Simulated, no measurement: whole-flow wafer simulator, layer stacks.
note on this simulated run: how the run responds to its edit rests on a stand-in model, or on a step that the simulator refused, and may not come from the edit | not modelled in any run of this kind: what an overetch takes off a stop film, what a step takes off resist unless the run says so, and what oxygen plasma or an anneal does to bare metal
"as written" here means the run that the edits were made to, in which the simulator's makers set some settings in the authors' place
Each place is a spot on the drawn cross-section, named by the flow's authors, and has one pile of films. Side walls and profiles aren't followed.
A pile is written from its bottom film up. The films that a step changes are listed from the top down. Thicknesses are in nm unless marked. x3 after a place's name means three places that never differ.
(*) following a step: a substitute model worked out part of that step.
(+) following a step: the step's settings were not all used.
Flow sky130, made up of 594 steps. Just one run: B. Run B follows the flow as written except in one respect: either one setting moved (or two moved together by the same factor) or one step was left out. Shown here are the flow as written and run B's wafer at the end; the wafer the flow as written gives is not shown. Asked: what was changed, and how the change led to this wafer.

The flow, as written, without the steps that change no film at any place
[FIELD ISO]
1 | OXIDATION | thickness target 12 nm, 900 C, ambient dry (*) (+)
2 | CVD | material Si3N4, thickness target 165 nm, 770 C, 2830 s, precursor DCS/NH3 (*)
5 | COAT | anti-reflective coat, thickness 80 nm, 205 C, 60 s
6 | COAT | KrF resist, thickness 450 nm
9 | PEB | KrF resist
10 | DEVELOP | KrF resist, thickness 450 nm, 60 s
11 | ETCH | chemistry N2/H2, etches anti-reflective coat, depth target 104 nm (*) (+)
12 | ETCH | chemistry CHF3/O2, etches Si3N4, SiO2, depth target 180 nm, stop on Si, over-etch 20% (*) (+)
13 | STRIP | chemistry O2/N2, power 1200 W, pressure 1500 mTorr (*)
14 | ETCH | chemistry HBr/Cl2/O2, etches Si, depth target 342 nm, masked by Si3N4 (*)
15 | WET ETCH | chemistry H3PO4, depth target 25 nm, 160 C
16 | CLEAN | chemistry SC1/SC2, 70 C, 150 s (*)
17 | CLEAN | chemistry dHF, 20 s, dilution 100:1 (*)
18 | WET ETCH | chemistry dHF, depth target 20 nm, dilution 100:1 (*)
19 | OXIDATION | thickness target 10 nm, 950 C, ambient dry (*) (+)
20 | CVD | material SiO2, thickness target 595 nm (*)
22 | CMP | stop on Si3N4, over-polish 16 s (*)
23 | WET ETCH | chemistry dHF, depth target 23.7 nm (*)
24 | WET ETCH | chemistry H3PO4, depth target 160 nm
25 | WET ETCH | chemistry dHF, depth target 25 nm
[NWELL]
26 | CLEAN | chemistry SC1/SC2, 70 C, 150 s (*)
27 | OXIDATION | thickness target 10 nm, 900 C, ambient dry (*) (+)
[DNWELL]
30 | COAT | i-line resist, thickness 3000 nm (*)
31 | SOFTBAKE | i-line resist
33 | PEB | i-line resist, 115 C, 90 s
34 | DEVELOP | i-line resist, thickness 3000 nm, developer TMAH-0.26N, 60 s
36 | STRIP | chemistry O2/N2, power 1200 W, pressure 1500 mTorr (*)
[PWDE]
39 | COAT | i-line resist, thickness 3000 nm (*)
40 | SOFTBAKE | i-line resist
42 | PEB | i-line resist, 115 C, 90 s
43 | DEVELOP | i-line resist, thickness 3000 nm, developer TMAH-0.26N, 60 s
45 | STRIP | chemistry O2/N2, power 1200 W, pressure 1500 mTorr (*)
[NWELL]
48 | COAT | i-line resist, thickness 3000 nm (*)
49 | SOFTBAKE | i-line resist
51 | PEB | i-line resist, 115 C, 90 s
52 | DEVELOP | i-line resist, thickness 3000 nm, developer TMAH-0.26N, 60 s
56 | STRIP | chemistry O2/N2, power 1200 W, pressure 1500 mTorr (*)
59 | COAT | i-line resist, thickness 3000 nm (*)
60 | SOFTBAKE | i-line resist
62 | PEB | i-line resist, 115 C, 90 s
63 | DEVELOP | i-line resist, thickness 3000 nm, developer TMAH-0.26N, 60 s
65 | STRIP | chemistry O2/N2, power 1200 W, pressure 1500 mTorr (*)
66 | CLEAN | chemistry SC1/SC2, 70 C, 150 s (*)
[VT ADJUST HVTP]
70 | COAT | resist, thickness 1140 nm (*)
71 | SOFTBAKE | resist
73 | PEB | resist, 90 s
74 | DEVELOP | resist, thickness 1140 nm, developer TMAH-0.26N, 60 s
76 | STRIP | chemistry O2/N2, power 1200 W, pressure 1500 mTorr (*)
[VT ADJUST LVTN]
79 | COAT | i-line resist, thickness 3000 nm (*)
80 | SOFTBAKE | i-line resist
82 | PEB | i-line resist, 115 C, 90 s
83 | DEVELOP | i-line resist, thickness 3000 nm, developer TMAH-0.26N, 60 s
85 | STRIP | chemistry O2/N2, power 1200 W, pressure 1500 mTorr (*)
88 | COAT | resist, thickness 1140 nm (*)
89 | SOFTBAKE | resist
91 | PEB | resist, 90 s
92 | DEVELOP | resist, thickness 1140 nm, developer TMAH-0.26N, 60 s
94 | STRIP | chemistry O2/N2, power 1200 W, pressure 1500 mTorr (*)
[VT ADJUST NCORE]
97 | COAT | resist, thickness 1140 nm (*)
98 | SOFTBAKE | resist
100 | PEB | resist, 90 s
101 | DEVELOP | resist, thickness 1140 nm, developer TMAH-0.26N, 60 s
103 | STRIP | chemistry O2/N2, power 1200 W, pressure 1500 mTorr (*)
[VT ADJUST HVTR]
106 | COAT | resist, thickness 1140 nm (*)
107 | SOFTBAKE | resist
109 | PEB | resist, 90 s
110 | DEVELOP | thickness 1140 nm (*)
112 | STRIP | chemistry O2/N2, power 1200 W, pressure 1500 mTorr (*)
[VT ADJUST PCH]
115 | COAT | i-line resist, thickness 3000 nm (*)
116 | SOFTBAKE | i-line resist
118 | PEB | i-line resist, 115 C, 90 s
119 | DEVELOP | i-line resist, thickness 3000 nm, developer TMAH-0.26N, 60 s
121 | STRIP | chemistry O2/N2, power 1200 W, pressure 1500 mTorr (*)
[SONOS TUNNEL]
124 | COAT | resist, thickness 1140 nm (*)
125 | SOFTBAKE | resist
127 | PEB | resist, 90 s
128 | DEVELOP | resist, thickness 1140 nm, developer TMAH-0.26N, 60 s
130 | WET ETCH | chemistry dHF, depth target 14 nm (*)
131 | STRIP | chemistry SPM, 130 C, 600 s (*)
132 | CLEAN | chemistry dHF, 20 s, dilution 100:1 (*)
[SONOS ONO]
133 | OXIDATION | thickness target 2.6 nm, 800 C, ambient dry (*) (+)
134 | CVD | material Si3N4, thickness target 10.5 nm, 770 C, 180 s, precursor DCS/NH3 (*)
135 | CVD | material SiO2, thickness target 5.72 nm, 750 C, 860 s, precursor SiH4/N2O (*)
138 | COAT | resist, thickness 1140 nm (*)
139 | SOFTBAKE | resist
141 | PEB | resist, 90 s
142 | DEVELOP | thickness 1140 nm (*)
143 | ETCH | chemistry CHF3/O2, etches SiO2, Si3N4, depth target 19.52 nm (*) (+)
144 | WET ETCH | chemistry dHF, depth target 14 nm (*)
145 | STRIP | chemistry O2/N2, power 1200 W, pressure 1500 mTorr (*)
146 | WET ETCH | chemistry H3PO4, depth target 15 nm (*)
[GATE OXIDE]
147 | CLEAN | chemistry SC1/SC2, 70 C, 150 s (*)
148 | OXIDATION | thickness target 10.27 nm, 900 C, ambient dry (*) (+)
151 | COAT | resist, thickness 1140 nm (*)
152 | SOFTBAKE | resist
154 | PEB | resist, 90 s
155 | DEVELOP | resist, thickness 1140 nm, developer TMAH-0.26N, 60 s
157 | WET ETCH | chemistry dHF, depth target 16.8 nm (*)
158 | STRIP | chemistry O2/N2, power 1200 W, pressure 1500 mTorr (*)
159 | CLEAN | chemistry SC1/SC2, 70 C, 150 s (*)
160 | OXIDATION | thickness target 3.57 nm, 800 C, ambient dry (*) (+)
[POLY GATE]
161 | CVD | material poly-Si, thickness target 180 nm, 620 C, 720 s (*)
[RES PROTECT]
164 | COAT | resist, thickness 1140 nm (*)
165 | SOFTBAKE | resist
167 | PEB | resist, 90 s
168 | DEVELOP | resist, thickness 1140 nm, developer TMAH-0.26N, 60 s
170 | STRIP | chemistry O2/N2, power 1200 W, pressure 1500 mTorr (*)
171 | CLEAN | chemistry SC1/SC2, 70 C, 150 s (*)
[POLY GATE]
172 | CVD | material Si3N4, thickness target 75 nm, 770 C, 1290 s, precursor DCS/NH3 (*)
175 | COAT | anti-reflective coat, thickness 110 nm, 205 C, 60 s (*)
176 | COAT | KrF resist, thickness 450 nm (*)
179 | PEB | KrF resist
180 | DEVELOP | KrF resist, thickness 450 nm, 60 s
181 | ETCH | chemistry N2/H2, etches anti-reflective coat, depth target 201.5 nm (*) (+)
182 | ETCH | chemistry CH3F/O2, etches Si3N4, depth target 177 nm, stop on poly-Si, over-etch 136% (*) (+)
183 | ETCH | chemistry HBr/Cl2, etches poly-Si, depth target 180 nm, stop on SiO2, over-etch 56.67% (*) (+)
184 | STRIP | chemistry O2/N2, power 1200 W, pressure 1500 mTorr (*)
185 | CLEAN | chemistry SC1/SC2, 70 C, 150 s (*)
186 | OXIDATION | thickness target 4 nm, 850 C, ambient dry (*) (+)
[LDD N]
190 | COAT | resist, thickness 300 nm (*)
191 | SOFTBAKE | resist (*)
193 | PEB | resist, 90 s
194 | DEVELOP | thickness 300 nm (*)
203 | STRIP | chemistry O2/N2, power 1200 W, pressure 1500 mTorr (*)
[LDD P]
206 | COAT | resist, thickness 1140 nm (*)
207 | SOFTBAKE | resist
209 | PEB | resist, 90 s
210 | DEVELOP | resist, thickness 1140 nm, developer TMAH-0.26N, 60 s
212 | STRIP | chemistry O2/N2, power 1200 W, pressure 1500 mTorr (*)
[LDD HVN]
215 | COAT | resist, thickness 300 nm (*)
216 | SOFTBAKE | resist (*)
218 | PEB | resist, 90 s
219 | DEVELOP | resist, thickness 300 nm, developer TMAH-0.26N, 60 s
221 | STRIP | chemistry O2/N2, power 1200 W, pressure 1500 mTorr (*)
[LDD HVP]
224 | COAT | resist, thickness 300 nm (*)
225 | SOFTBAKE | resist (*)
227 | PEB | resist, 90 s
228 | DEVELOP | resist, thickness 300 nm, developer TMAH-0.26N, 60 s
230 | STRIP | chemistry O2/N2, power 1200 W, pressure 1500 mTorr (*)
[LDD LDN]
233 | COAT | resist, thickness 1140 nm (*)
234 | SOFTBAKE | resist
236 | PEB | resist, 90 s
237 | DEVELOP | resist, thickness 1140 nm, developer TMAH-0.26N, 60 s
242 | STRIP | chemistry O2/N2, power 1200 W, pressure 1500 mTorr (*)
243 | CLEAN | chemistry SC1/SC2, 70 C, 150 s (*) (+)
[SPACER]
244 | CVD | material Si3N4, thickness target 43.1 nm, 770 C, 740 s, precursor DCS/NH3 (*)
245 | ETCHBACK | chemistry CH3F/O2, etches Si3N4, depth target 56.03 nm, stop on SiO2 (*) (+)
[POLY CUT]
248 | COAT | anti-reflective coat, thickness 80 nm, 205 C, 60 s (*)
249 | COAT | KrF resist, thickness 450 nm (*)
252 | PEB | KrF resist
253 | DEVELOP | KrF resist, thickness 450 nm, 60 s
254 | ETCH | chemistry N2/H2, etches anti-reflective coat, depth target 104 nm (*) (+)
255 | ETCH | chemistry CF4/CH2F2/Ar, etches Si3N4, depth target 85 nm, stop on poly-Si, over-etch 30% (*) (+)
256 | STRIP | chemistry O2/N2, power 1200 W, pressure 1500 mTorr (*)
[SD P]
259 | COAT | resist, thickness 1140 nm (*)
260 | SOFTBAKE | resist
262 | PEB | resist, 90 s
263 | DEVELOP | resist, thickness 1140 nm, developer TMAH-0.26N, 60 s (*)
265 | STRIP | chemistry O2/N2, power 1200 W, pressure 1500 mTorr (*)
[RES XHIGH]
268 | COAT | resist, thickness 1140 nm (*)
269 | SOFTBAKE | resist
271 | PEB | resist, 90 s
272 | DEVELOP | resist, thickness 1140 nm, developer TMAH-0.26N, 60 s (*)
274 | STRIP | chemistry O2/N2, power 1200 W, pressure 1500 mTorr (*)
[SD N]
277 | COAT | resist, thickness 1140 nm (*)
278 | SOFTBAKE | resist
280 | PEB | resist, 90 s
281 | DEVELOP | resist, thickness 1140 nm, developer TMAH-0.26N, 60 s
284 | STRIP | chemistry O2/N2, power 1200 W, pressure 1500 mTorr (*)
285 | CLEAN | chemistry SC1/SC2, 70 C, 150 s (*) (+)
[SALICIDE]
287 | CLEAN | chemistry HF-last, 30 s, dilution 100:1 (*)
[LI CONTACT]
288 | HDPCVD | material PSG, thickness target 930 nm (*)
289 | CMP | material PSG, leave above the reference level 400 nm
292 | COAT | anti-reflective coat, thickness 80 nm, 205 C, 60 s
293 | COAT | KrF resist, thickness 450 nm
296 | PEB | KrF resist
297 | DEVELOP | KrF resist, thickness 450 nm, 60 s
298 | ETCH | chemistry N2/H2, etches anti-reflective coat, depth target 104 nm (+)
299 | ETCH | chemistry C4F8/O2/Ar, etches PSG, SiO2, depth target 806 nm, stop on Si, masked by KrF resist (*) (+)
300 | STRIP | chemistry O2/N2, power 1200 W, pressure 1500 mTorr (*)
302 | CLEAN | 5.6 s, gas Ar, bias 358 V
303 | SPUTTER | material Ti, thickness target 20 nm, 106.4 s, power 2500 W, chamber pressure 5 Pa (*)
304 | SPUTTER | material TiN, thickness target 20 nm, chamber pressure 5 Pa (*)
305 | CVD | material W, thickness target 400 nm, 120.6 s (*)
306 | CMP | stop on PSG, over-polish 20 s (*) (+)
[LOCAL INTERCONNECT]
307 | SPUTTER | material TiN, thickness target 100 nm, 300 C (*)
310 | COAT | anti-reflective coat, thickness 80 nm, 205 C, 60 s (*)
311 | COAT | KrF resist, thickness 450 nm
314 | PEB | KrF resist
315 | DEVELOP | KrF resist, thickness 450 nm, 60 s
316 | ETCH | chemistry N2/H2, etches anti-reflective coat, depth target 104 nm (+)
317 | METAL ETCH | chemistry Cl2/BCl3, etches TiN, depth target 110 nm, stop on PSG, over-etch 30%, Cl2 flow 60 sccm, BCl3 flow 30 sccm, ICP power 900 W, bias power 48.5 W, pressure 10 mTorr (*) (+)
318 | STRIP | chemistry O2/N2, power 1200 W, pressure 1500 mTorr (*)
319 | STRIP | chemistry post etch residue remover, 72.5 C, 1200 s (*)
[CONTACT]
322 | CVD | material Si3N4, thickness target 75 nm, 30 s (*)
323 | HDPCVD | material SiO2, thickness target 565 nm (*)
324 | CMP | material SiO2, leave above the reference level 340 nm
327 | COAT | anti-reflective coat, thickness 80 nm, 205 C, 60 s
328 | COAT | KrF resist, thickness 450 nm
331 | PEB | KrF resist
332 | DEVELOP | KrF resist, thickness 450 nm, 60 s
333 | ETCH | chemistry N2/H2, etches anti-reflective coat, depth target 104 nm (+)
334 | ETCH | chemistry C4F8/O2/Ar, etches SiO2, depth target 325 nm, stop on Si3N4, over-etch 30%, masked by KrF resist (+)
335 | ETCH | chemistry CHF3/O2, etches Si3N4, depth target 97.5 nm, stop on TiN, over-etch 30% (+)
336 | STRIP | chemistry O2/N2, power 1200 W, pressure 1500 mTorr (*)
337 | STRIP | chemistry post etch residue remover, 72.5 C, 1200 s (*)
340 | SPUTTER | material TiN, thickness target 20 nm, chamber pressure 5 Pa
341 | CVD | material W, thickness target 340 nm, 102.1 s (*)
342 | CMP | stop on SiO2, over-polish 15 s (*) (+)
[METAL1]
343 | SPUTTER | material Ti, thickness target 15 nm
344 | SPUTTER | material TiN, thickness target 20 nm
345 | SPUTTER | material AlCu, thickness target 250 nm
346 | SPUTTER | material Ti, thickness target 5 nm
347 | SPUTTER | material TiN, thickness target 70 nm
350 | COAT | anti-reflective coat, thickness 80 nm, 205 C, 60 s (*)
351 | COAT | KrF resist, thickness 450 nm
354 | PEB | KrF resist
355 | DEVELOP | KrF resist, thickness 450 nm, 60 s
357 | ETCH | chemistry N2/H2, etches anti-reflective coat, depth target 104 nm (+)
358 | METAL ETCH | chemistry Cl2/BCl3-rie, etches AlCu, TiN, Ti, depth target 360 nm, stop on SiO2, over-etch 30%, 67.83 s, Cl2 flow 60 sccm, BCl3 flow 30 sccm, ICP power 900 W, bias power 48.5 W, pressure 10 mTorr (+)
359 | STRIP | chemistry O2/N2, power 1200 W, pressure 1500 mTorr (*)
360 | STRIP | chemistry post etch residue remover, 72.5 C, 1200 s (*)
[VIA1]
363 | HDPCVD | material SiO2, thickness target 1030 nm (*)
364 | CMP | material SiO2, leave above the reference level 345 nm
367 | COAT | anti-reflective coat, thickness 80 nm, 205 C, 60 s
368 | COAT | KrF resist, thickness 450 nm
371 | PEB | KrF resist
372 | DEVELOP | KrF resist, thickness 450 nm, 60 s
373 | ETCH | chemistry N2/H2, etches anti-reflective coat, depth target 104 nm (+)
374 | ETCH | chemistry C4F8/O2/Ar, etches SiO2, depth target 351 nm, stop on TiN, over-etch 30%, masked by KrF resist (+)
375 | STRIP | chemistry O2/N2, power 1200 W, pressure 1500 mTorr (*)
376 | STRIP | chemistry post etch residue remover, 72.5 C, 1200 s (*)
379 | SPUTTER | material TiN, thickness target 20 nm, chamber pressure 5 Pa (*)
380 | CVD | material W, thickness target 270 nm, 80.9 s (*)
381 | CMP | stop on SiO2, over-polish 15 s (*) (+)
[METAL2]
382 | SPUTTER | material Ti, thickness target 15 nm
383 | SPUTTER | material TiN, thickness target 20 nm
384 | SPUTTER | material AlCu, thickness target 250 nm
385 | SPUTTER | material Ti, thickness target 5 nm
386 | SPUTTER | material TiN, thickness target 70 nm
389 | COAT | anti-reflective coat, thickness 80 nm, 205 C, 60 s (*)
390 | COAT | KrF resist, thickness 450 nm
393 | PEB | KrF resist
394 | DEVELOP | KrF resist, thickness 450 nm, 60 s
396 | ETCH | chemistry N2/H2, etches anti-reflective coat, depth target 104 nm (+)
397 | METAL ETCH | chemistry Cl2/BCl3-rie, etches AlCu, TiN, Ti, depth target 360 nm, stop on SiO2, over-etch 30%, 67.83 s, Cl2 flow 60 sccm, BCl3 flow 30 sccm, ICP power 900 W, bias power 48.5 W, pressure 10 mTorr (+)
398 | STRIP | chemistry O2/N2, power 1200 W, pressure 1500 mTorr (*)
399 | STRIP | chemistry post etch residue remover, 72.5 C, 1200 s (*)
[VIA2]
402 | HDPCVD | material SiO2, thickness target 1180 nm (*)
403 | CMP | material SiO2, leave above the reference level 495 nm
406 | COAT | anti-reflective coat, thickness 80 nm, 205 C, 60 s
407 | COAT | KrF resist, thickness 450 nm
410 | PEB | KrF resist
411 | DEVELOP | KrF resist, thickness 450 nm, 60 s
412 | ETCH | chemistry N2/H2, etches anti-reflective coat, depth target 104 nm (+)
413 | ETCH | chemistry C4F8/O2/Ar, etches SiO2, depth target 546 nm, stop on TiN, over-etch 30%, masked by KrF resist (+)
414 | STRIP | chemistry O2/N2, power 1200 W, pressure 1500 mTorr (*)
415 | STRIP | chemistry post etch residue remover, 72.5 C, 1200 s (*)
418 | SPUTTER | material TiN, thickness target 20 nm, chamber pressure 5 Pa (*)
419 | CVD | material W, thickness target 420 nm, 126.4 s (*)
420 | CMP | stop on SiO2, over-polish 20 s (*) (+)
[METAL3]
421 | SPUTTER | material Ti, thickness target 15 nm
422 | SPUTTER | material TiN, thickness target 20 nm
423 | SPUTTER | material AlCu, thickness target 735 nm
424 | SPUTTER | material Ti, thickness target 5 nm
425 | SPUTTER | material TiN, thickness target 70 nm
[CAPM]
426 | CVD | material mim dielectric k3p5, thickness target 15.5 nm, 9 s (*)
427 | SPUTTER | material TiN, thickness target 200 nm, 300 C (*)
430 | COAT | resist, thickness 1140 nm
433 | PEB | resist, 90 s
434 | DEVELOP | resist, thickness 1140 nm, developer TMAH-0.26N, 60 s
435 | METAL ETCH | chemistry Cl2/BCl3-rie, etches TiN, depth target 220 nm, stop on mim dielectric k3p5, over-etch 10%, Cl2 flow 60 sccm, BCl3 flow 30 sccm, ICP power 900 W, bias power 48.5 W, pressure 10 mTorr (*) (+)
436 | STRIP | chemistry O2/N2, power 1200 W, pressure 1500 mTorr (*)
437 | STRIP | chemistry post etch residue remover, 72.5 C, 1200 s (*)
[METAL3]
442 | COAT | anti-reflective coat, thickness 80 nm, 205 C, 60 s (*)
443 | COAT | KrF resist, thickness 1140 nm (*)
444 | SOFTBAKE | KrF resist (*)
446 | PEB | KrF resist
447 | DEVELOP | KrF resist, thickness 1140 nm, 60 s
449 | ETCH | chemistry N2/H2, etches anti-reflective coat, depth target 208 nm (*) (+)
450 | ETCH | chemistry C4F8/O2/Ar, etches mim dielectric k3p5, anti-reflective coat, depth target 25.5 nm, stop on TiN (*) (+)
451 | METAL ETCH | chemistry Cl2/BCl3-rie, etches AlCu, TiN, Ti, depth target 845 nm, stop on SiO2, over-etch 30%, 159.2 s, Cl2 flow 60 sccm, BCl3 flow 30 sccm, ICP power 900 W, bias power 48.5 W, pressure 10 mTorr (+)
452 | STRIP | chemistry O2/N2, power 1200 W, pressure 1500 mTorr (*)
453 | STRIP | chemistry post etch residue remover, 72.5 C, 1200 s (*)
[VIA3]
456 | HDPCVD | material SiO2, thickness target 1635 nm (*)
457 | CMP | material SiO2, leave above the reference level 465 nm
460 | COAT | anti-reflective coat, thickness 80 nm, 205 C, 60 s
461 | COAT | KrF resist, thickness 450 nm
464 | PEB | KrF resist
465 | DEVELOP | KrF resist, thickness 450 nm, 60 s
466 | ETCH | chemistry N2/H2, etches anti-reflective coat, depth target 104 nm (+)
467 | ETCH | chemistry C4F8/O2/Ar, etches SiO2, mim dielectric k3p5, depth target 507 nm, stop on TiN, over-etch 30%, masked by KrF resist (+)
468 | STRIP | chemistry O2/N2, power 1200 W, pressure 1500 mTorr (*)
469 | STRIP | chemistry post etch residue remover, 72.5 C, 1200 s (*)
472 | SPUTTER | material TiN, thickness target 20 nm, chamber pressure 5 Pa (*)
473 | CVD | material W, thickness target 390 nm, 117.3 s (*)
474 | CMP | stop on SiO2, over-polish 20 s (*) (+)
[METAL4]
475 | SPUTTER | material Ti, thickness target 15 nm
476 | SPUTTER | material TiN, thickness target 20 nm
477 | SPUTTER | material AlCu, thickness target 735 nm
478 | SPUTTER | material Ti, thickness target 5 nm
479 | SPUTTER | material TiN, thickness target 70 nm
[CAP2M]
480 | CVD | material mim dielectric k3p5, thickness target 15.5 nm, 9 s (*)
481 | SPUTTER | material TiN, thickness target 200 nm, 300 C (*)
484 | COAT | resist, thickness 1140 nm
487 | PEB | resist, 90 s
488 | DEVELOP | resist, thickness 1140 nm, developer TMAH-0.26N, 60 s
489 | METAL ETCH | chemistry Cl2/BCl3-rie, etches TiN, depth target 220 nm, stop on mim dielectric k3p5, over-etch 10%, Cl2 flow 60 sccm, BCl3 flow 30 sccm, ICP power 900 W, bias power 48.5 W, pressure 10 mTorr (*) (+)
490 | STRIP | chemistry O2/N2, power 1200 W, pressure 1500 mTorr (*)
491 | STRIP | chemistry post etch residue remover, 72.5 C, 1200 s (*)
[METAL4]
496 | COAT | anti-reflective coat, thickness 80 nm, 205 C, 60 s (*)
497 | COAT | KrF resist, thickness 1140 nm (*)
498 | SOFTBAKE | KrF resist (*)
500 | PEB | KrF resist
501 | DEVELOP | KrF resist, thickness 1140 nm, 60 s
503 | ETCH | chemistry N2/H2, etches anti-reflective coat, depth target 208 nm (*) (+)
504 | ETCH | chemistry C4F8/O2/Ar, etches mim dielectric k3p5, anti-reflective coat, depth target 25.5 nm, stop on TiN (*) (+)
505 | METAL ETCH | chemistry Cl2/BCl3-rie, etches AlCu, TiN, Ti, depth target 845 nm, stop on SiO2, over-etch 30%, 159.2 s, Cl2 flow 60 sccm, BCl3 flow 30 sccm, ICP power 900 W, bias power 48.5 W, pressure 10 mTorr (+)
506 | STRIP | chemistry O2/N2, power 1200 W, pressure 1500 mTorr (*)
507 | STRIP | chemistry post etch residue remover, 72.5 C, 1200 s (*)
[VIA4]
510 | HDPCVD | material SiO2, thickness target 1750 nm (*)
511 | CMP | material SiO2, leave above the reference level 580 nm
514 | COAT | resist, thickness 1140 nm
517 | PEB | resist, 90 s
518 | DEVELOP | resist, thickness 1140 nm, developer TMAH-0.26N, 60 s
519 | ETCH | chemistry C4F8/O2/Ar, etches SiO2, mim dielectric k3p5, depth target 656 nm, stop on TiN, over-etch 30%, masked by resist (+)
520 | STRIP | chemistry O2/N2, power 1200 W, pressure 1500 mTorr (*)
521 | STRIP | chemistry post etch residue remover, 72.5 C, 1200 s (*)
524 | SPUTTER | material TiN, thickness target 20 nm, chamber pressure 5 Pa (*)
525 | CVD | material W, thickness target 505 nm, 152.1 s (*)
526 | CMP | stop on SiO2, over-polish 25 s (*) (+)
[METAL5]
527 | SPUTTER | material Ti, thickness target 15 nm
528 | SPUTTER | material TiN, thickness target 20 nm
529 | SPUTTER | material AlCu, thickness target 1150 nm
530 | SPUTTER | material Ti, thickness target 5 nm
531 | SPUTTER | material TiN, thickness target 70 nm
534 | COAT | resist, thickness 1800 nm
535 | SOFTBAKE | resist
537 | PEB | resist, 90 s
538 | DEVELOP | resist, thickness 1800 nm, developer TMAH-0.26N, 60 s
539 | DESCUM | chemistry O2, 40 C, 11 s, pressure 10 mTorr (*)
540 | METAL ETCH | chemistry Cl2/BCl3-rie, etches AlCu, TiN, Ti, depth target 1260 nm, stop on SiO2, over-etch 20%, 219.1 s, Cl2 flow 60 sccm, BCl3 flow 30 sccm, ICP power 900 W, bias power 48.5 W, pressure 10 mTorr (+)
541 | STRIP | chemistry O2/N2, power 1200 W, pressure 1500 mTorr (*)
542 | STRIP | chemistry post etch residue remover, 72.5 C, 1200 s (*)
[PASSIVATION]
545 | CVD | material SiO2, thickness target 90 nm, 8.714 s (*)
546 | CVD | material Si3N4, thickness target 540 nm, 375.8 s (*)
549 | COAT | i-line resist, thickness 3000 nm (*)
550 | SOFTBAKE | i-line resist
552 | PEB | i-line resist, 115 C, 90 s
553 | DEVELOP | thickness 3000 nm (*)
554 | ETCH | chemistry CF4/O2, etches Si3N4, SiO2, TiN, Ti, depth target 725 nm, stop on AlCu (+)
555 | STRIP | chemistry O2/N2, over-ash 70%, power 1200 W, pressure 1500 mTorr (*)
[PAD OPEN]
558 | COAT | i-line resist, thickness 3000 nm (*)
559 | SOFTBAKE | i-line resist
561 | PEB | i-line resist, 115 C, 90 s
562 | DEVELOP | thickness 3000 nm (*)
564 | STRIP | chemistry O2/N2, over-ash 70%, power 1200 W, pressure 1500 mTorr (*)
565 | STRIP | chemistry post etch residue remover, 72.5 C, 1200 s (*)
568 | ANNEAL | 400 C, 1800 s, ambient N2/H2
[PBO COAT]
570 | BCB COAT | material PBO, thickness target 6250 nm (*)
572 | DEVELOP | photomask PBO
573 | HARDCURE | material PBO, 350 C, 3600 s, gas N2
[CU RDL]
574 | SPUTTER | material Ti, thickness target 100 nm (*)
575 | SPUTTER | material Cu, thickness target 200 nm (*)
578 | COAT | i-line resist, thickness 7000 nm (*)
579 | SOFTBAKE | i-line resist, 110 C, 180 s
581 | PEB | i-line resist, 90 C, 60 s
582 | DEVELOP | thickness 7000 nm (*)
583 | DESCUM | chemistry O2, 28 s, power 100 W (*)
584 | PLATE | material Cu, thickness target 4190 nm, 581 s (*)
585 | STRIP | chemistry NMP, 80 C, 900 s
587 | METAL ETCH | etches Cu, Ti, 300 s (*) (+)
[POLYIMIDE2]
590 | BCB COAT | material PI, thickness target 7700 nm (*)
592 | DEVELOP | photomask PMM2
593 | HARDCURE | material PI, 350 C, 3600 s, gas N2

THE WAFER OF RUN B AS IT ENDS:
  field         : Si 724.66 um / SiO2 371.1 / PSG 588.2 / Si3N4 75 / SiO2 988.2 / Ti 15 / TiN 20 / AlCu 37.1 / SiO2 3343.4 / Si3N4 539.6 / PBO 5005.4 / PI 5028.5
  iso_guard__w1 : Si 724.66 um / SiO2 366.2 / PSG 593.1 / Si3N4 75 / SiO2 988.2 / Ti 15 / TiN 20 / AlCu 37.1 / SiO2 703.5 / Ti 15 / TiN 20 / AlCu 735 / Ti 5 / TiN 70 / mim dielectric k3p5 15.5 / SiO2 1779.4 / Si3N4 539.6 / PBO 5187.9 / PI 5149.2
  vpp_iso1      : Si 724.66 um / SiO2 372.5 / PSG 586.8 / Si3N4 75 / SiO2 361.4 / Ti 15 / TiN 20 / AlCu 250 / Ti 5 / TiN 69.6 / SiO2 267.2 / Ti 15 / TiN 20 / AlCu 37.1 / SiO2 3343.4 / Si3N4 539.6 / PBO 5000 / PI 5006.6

What caused this: step 397, METAL ETCH: depth target 216 nm was run, whereas the flow has depth target 360 nm.

Step by step, how the change led to this:
  397 | METAL ETCH | chemistry Cl2/BCl3-rie, etches AlCu, TiN, Ti, depth target 360 nm, stop on SiO2, over-etch 30%, 67.83 s, Cl2 flow 60 sccm, BCl3 flow 30 sccm, ICP power 900 W, bias power 48.5 W, pressure 10 mTorr (+)
      field, active, gate and 82 more: TiN loses 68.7 (all of it), Ti loses 5 (all of it), AlCu loses 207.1 (it would be, as written: TiN loses 68.7 (all of it), Ti loses 5 (all of it), AlCu loses 250 (all of it), TiN loses 20 (all of it), Ti loses 15 (all of it), SiO2 loses 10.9)
      n_well, p_well, gate_hv and 103 more: KrF resist loses 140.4 (it would be, as written: KrF resist loses 234)
  398 | STRIP | chemistry O2/N2, power 1200 W, pressure 1500 mTorr (*)
      n_well, p_well, gate_hv and 101 more: KrF resist loses 235 (all of it), anti-reflective coat loses 80 (all of it) (it would be, as written: KrF resist loses 141.4 (all of it), anti-reflective coat loses 80 (all of it))
      m1, via1_hole: KrF resist loses 235.1 (all of it), anti-reflective coat loses 80.4 (all of it) (it would be, as written: KrF resist loses 141.5 (all of it), anti-reflective coat loses 80.4 (all of it))
  399 | STRIP | chemistry post etch residue remover, 72.5 C, 1200 s (*)
      field, active, gate and 82 more: AlCu loses 5.72 (it would be, as written: nothing)
  402 | HDPCVD | material SiO2, thickness target 1180 nm (*)
      field, active, gate and 82 more: SiO2 gains 1180 (new film) (it would be, as written: SiO2 gains 1180)
  403 | CMP | material SiO2, leave above the reference level 495 nm
      field, active, gate and 82 more: SiO2 loses 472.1 (it would be, as written: SiO2 loses 389.1)
With metal films that touch counted as one body, field has 1 body; the flow as written gives 0 bodies.
With metal films that touch counted as one body, iso_guard__w1 has 2 bodies (between them, from the top down: SiO2 703.5); the flow as written gives 1 body.
With metal films that touch counted as one body, vpp_iso1 has 2 bodies (between them, from the top down: SiO2 267.2); the flow as written gives 1 body.
